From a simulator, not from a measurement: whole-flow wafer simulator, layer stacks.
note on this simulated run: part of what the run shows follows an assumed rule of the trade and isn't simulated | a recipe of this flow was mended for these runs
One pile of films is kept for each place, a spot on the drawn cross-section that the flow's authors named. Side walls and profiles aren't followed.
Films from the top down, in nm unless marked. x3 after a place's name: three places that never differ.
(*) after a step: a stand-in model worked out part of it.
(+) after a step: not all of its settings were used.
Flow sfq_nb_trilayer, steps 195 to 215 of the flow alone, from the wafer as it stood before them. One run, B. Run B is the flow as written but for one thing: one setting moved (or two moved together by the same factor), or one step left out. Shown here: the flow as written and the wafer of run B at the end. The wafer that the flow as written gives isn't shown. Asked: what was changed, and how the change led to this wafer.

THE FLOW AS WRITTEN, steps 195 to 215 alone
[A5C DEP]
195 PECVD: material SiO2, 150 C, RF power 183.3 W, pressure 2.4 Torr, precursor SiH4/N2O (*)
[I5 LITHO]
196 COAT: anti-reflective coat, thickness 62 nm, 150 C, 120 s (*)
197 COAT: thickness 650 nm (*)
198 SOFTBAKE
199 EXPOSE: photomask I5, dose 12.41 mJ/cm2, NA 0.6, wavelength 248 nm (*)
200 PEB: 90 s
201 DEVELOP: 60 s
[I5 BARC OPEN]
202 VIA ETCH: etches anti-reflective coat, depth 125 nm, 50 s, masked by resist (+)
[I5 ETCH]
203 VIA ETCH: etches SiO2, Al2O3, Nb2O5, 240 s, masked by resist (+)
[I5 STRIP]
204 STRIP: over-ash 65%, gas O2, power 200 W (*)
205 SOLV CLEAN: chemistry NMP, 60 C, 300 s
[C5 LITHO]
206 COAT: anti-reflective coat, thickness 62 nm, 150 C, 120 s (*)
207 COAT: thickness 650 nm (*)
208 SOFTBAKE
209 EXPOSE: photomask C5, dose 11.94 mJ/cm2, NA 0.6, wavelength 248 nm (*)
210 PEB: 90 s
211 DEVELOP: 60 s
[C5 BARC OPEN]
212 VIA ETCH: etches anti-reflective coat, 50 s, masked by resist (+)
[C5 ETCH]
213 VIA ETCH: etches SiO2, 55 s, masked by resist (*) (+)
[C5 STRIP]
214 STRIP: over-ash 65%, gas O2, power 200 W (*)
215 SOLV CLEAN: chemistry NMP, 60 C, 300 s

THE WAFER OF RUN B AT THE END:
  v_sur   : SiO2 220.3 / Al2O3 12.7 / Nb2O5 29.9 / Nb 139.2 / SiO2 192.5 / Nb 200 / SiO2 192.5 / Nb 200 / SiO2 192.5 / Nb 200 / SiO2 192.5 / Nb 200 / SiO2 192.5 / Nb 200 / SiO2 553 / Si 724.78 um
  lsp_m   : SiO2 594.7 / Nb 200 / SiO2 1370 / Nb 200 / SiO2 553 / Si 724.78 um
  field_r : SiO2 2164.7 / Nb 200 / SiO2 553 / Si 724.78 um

The cause: step 195, PECVD: pressure 2.09 Torr was run, where the flow has pressure 2.4 Torr.

How the change led to this, step by step:
  195 PECVD: material SiO2, 150 C, RF power 183.3 W, pressure 2.4 Torr, precursor SiH4/N2O (*)
      field_l, v_sur, via_wl and 92 more: SiO2 +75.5 (as written it would be: SiO2 +70)
      ce_l, c5j, ce_r and 8 more: SiO2 +75.5 (new film) (as written it would be: SiO2 +70 (new film))
  203 VIA ETCH: etches SiO2, Al2O3, Nb2O5, 240 s, masked by resist (+)
      be: SiO2 -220 (all of it), Al2O3 -12.7 (all of it), Nb2O5 -29.9 (all of it), Nb -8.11 (as written it would be: SiO2 -214.5 (all of it), Al2O3 -12.7 (all of it), Nb2O5 -29.9 (all of it), Nb -8.57)
  213 VIA ETCH: etches SiO2, 55 s, masked by resist (*) (+)
      c5j: SiO2 -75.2 (all of it), Nb -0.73 (as written it would be: SiO2 -69.7 (all of it), Nb -1.19)
      res: SiO2 -75.2 (all of it), Ti -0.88 (as written it would be: SiO2 -69.7 (all of it), Ti -1.43)
